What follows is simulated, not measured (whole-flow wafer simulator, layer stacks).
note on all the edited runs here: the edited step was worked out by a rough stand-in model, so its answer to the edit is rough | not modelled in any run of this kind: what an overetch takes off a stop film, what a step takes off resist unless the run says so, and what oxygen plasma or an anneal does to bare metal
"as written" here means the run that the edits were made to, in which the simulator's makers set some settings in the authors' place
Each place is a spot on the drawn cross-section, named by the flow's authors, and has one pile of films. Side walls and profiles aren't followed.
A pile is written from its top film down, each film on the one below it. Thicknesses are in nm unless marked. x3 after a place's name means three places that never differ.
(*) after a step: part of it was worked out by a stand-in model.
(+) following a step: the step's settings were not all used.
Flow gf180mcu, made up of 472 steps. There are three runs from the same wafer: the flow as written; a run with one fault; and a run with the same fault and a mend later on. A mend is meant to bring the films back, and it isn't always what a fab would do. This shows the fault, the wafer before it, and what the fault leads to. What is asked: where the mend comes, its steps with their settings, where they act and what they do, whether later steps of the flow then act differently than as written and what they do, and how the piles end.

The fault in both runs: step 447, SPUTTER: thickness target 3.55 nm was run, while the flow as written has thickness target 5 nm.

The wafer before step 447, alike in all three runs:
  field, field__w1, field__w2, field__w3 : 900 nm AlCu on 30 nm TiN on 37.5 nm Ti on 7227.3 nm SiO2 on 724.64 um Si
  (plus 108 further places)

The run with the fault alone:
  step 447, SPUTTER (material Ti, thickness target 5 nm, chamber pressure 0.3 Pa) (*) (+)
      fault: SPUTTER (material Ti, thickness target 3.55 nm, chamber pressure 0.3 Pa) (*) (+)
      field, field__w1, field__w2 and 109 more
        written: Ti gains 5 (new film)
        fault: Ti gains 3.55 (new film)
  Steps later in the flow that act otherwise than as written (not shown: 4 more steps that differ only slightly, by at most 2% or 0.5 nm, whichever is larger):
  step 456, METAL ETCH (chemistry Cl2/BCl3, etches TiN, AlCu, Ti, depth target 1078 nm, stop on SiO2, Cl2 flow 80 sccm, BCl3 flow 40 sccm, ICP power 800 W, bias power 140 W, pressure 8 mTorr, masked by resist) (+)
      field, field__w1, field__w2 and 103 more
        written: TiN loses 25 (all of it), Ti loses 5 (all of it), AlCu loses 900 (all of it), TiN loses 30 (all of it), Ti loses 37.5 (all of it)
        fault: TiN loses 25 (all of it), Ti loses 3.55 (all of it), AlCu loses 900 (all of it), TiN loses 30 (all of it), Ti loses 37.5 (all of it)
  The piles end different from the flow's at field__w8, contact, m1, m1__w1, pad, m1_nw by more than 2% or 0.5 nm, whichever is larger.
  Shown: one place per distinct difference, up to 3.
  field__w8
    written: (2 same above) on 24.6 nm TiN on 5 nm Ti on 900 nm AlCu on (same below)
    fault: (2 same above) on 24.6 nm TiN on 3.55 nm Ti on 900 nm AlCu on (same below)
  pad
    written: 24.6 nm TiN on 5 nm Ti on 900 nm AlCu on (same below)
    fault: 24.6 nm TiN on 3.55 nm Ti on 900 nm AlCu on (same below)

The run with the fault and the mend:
  The mend stands after step 447.
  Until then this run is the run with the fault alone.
  step 447a, SPUTTER (material Ti, thickness target 1.45 nm, chamber pressure 0.3 Pa) (*) (+) (the flow's step 447, run once more with other settings)
      field, field__w1, field__w2 and 109 more
        Ti gains 1.45
  Every later step of the flow that is run acts as written at every place that is followed.
  The piles end the same as the flow's at every place that both follow.
